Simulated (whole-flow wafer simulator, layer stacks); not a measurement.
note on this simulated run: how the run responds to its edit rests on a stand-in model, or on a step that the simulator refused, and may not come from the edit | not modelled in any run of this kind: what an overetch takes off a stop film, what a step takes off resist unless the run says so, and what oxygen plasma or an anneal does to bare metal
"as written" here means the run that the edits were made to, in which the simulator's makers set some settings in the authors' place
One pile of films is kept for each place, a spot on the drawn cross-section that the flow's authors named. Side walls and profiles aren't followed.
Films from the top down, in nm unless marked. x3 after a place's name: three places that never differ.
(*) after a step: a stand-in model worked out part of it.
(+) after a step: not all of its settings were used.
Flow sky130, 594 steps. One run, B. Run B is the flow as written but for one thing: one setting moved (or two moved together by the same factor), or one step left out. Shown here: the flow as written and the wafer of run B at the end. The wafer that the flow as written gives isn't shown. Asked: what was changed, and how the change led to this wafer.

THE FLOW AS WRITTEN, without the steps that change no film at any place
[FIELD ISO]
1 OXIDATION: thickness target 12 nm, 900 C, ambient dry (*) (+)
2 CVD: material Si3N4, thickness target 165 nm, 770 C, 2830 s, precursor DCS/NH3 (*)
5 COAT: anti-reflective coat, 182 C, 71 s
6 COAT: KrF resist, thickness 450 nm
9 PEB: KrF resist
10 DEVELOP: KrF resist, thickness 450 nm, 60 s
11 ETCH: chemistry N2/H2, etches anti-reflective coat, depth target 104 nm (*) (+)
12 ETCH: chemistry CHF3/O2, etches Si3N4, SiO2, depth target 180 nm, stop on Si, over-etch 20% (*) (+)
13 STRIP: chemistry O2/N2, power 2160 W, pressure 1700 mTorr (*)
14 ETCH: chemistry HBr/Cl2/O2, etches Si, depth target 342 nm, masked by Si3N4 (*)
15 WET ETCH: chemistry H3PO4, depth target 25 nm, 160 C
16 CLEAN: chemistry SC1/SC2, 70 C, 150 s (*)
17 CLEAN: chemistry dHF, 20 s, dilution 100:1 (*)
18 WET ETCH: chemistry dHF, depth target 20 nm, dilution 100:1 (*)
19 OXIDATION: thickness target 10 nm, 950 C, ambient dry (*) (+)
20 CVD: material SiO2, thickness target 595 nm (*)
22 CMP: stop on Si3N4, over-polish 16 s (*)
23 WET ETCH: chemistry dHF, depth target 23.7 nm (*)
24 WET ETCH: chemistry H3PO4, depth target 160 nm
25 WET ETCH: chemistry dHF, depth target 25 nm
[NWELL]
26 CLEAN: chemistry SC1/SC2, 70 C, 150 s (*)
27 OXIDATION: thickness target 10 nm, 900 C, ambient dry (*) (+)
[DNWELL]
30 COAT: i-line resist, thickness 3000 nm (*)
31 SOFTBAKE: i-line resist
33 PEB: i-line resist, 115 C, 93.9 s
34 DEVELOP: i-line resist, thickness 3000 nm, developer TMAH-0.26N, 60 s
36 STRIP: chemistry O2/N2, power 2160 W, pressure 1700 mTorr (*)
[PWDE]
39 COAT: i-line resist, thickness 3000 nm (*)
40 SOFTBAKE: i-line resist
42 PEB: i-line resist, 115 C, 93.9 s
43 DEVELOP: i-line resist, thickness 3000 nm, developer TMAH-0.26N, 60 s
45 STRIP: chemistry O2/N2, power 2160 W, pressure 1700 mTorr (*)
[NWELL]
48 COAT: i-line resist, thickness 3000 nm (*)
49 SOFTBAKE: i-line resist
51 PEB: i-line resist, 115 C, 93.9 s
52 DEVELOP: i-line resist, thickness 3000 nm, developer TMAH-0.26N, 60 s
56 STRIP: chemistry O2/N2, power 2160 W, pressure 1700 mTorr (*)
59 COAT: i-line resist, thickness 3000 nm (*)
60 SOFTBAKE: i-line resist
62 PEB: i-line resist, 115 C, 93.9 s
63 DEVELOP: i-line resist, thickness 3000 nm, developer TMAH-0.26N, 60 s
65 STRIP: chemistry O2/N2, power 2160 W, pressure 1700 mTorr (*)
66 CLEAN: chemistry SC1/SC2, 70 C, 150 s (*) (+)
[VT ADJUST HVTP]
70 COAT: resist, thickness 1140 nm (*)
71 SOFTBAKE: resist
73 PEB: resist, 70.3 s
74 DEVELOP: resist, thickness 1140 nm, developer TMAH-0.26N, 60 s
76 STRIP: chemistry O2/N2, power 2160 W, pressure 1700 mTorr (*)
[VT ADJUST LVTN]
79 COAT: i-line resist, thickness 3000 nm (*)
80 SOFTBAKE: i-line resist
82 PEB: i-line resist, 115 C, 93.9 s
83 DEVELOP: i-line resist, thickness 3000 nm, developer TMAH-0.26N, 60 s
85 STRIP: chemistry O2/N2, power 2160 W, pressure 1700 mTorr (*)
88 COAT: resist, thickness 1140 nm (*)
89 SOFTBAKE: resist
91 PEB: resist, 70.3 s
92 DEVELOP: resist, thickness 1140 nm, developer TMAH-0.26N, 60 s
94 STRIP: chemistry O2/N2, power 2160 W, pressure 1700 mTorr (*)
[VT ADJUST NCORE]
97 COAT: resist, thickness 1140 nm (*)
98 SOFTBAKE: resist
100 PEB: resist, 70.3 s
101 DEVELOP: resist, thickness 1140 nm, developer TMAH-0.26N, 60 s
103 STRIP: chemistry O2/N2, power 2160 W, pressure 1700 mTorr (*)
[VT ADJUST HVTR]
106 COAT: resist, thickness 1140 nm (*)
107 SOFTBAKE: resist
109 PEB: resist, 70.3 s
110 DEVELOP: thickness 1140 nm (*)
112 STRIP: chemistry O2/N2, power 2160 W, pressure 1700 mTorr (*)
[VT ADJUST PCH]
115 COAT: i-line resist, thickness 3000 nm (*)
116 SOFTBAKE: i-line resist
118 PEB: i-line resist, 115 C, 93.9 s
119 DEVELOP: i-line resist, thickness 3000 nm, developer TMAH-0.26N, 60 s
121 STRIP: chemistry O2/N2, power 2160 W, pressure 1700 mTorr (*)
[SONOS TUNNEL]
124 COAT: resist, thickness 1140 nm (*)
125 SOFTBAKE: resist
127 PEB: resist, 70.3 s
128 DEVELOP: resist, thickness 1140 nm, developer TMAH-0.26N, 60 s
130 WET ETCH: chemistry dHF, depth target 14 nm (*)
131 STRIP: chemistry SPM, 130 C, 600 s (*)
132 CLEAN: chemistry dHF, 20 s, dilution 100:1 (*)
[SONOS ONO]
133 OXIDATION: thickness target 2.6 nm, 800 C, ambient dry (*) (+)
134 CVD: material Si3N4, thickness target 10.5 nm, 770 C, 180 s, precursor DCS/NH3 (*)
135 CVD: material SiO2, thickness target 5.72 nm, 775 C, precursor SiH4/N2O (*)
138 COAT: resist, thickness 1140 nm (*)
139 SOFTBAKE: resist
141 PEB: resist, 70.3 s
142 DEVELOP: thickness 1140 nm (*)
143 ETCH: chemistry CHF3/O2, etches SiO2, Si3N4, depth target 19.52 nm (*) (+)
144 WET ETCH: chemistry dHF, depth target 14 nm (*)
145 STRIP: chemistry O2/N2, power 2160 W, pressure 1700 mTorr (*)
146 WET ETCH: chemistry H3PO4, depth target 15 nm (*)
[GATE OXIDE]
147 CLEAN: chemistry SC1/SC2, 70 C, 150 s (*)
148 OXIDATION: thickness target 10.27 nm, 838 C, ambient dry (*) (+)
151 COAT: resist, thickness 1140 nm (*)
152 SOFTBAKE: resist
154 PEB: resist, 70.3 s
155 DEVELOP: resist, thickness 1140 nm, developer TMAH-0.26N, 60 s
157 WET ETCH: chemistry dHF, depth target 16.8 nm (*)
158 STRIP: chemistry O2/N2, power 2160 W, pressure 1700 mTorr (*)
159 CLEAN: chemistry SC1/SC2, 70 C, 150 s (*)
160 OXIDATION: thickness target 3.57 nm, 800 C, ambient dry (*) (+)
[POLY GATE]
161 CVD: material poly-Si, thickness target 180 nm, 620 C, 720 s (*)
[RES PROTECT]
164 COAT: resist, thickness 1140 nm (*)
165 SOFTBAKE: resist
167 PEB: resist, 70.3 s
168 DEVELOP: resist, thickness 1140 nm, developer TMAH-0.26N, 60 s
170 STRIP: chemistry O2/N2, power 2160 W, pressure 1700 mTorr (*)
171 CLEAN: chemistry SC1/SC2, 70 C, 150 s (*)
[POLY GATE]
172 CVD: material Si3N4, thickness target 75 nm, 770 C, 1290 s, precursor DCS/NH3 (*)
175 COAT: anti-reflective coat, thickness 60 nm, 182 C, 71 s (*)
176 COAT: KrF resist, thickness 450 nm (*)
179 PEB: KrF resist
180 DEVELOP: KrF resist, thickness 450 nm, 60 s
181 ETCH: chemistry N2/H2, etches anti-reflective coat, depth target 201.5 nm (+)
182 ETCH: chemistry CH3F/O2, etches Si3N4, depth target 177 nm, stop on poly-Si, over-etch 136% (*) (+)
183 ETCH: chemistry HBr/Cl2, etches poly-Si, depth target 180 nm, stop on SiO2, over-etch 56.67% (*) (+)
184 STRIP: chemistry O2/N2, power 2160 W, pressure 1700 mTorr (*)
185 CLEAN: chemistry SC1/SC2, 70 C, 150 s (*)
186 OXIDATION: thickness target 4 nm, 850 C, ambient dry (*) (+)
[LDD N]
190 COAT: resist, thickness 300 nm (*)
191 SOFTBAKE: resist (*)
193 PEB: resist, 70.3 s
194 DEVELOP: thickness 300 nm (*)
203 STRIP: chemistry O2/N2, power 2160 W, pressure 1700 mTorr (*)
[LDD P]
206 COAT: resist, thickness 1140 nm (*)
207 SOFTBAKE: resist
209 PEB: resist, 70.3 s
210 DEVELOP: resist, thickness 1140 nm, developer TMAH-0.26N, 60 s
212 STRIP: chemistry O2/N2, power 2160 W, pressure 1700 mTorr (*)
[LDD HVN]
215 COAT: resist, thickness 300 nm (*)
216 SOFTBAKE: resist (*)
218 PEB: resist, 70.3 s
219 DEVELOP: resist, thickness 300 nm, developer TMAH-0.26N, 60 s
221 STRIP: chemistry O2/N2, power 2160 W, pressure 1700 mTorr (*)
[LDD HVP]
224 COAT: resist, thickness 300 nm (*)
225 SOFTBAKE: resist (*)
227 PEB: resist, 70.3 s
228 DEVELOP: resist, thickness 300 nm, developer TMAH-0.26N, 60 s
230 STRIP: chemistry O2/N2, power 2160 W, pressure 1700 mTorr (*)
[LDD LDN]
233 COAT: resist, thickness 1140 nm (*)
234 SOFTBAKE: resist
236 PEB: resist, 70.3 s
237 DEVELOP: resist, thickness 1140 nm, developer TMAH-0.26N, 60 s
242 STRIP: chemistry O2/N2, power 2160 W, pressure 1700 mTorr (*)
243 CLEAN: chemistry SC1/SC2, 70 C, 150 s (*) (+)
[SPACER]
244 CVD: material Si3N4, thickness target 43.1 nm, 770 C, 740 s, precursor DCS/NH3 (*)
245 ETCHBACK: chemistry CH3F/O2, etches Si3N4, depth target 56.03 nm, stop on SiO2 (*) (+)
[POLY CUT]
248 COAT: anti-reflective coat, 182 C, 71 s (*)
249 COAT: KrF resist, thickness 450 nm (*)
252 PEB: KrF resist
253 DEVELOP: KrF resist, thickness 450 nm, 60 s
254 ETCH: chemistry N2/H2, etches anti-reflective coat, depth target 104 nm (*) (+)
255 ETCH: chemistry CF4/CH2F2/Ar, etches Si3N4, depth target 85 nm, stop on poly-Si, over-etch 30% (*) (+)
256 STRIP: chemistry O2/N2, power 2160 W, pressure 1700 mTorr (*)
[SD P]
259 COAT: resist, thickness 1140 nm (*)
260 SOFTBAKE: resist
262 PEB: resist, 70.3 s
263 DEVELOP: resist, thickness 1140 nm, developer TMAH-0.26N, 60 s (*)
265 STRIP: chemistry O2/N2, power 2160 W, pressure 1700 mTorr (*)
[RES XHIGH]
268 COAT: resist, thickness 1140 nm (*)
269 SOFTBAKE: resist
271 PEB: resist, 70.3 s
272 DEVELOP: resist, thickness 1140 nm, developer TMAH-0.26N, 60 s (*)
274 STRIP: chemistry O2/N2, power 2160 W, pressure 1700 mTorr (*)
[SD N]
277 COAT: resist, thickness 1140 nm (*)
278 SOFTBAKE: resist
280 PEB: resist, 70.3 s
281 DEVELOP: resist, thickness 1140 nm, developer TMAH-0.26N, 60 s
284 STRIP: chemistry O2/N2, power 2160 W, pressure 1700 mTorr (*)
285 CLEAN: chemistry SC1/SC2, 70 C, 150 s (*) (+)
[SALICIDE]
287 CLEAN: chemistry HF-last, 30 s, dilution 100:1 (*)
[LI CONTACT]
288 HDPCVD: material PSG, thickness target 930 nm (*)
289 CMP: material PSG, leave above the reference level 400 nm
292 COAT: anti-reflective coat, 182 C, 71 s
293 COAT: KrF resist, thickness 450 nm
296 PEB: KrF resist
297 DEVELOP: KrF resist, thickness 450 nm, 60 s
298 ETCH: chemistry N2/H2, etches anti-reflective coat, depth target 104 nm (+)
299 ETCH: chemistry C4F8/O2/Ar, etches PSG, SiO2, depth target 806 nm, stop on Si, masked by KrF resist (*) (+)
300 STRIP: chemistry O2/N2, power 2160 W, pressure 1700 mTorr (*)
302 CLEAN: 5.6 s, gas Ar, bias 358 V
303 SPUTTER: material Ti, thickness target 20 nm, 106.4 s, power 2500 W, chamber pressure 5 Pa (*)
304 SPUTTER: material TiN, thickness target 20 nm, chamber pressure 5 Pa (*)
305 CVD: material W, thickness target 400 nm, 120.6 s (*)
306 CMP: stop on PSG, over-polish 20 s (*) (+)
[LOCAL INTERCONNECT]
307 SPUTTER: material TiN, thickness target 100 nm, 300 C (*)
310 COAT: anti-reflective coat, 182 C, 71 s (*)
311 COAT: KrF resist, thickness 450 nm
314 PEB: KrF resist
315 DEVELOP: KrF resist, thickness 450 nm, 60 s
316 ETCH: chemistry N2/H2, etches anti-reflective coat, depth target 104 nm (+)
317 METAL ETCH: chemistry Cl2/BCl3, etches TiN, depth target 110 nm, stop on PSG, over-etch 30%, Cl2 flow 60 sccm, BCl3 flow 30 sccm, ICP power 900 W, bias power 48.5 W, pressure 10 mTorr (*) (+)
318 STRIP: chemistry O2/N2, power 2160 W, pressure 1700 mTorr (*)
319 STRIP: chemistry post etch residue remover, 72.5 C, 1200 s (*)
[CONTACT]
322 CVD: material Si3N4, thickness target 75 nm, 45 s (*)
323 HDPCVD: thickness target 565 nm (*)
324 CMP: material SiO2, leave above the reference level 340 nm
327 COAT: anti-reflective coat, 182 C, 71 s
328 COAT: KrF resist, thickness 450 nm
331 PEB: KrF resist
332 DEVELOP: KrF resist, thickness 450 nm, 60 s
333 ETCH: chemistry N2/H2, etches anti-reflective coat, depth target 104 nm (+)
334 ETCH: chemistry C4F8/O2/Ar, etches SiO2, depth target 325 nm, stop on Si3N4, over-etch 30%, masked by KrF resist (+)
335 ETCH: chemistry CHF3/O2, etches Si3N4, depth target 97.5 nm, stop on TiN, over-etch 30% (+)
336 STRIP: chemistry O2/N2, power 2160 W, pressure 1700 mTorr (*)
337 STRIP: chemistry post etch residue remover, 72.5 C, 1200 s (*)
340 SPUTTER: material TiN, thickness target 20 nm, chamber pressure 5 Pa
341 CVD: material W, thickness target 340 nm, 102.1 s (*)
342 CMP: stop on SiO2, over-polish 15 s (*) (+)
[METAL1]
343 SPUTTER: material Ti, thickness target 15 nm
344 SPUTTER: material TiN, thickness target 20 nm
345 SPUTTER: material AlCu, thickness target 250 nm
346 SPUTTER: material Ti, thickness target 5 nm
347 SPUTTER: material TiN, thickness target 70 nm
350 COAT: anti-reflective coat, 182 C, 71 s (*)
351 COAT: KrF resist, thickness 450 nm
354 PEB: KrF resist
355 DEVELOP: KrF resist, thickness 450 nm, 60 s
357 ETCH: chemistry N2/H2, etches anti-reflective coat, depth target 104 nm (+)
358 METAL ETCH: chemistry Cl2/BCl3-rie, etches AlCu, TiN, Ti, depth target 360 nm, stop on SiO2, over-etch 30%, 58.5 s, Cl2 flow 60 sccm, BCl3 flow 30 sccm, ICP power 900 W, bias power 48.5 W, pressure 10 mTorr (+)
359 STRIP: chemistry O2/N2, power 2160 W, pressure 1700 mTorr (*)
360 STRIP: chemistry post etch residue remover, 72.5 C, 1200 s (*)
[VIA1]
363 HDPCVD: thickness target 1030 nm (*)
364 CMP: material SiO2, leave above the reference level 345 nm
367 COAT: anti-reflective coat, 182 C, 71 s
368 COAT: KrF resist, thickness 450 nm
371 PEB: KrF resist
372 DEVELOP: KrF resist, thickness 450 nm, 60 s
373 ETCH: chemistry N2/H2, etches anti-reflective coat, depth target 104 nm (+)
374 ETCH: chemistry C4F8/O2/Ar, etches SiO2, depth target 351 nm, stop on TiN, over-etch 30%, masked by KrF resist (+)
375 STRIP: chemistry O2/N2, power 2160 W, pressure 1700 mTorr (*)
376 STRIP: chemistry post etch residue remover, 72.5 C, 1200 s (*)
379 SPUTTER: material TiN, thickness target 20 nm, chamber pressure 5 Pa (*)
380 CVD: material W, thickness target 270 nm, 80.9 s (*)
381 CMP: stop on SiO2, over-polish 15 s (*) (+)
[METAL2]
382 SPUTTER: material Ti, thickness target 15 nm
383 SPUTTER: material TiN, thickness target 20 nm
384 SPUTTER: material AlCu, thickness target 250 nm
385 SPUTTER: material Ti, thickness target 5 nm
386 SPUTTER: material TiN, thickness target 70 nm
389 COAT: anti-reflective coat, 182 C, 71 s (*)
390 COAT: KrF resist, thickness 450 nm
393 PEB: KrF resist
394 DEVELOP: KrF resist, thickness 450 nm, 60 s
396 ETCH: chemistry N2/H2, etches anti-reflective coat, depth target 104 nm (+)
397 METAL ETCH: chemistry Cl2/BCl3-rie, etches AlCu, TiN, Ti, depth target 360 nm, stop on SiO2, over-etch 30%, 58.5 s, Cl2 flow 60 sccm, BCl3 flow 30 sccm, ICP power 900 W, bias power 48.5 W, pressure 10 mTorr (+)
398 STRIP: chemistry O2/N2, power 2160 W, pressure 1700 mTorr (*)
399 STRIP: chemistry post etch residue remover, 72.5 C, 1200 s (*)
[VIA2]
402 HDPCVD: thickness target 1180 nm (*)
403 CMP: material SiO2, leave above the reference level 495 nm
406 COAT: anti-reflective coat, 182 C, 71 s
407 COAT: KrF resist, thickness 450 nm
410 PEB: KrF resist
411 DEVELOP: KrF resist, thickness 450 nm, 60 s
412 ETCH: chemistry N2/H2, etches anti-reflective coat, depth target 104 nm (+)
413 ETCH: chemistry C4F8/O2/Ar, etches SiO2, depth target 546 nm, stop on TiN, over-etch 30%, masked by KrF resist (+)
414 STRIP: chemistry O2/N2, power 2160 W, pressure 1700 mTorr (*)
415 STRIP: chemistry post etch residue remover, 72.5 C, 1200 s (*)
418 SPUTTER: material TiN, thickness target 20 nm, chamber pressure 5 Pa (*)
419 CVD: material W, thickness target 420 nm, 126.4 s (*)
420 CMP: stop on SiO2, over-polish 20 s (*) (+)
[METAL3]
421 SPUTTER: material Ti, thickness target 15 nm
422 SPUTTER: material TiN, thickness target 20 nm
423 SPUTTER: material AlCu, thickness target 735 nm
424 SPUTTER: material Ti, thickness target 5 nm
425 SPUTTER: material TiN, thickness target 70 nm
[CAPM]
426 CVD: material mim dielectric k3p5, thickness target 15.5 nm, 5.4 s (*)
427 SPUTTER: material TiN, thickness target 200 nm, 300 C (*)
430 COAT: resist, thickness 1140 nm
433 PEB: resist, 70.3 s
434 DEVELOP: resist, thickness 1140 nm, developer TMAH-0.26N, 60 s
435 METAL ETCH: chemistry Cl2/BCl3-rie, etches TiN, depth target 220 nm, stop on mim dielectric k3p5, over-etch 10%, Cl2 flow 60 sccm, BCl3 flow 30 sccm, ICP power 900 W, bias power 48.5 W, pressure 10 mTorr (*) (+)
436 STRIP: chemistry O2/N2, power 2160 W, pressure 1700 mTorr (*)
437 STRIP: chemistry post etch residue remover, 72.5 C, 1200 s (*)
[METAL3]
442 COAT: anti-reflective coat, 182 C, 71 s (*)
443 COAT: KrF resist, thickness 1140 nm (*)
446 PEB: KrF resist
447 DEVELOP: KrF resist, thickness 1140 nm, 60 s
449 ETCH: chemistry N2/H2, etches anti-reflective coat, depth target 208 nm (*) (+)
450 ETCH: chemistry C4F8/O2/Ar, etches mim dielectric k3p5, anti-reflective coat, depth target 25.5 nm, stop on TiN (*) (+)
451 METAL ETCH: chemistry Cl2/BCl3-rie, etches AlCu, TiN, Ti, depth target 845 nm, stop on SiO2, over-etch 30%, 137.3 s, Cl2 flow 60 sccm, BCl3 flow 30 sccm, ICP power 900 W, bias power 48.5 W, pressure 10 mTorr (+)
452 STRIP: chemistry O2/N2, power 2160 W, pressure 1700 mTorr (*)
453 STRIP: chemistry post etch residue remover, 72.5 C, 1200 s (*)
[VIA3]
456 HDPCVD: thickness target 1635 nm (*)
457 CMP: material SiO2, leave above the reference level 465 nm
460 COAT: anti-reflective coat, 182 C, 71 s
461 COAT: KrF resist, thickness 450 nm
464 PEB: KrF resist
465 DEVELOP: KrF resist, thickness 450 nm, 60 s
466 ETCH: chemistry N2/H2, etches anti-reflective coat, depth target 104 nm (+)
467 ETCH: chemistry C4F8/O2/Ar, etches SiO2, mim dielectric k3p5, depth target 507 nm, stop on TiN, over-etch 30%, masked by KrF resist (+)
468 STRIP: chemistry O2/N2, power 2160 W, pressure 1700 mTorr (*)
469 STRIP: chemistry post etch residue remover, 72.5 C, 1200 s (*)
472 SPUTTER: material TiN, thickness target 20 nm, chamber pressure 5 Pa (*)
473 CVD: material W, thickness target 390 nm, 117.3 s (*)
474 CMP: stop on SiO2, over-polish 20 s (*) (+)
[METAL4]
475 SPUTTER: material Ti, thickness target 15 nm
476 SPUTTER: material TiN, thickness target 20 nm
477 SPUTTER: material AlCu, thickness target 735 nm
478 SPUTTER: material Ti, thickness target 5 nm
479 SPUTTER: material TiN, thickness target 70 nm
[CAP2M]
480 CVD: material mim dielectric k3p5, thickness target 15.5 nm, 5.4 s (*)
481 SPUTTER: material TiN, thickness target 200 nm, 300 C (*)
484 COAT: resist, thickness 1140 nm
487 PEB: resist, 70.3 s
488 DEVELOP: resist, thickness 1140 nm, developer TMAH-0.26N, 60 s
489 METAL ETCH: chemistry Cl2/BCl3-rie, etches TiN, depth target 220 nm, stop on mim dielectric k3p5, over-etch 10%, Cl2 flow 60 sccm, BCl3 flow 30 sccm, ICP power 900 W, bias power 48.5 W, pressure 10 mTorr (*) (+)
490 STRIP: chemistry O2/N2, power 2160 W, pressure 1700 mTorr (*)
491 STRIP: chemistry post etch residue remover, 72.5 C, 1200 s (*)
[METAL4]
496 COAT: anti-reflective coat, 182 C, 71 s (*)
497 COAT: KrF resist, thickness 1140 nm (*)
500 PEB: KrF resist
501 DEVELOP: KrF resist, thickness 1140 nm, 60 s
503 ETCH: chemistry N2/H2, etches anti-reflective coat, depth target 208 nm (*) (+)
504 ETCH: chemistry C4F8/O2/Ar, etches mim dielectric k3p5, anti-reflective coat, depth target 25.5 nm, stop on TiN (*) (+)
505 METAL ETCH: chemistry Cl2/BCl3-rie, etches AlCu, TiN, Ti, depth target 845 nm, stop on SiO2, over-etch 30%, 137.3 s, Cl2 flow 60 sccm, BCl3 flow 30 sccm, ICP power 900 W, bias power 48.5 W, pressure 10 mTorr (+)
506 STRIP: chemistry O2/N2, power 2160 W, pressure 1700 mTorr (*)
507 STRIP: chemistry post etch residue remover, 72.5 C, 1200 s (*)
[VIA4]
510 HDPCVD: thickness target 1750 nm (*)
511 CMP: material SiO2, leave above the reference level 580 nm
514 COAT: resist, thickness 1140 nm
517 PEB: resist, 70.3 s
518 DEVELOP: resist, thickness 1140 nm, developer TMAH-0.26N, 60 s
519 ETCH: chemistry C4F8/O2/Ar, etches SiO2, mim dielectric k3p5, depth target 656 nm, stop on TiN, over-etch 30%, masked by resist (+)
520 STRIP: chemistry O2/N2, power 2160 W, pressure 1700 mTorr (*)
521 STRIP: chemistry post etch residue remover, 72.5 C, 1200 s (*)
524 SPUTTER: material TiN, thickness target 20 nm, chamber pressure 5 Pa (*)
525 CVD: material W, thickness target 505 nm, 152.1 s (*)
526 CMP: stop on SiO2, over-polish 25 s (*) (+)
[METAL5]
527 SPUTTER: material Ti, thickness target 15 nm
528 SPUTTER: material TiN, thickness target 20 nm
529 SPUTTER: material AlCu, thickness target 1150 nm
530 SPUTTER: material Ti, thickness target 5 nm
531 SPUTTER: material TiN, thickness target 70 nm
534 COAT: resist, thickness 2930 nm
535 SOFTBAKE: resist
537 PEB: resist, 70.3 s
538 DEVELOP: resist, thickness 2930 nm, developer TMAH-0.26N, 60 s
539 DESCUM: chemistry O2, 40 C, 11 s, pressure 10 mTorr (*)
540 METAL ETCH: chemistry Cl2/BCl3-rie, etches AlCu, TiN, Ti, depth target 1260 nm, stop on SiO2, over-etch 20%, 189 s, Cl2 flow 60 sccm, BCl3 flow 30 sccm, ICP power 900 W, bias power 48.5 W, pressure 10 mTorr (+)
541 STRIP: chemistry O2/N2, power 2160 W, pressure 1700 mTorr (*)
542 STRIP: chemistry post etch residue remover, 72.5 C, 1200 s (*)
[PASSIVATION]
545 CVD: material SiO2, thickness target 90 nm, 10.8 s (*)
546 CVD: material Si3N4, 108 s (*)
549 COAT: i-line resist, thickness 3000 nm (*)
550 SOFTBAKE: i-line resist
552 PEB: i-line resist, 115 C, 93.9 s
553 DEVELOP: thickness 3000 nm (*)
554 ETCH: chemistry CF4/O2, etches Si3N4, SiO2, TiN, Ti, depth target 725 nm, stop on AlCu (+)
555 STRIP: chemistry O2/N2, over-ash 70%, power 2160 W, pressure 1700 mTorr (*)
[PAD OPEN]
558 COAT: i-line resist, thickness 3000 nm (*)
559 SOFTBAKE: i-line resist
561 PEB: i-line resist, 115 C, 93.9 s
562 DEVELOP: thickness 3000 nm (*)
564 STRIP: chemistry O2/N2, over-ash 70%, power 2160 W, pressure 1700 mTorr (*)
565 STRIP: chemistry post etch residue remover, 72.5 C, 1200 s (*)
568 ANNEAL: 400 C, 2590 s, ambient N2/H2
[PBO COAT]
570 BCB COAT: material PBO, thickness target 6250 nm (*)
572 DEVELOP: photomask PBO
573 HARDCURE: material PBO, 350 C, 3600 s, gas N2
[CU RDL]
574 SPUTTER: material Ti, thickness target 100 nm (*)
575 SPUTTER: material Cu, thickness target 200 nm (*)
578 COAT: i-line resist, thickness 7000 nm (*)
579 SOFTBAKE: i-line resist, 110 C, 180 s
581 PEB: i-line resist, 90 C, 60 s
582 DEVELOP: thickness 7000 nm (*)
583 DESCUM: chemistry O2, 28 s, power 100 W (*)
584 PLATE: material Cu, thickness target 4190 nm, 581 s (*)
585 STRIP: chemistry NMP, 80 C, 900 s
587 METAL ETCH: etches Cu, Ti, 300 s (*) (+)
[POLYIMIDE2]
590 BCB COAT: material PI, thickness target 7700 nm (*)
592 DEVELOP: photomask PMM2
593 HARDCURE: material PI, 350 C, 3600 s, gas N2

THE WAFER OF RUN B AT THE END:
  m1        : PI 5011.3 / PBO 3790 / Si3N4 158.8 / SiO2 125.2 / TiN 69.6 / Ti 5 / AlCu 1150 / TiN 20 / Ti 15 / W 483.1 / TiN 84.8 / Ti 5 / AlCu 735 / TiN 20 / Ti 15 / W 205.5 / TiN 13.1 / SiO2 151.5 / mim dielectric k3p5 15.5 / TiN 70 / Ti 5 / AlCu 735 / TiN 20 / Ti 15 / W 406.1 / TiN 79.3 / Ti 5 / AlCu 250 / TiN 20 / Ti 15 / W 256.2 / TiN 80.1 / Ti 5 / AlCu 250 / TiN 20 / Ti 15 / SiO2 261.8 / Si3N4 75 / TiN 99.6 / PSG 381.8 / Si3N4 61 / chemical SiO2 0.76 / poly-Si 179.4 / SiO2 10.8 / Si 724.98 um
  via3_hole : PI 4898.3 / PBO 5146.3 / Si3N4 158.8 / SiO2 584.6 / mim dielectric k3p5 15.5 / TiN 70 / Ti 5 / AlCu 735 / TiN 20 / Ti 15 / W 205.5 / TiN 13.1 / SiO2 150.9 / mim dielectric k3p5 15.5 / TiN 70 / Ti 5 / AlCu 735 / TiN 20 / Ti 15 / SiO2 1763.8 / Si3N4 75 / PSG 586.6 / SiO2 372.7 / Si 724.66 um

The cause: step 467, ETCH: depth target 223 nm was run, where the flow has depth target 507 nm.

How the change led to this, step by step:
  467 ETCH: chemistry C4F8/O2/Ar, etches SiO2, mim dielectric k3p5, depth target 507 nm, stop on TiN, over-etch 30%, masked by KrF resist (+)
      m1: SiO2 -223 (as written it would be: SiO2 -374.5 (all of it), mim dielectric k3p5 -15.5 (all of it))
      via3_hole: SiO2 -223 (as written it would be: SiO2 -373.9 (all of it), mim dielectric k3p5 -15.5 (all of it))
      (and at 190 more places)
  468 STRIP: chemistry O2/N2, power 2160 W, pressure 1700 mTorr (*)
      field, active, n_well and 187 more: KrF resist -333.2 (all of it), anti-reflective coat -80 (all of it) (as written it would be: KrF resist -276.4 (all of it), anti-reflective coat -80 (all of it))
  472 SPUTTER: material TiN, thickness target 20 nm, chamber pressure 5 Pa (*)
      m1, via3_hole: TiN +13.1 (new film) (as written it would be: TiN +10.6)
  473 CVD: material W, thickness target 390 nm, 117.3 s (*)
      m1: W +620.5 (new film) (as written it would be: W +790.5 (new film))
      via3_hole: W +620.5 (new film) (as written it would be: W +789.9 (new film))
Counting metal films that touch as one body, m1 has 3 bodies (between them, from the top down: SiO2 151.5 / mim dielectric k3p5 15.5; SiO2 261.8 / Si3N4 75); the flow as written gives 2 bodies (between them, from the top down: SiO2 261.8 / Si3N4 75).
Counting metal films that touch as one body, via3_hole has 2 bodies (between them, from the top down: SiO2 150.9 / mim dielectric k3p5 15.5); the flow as written gives 1 body.
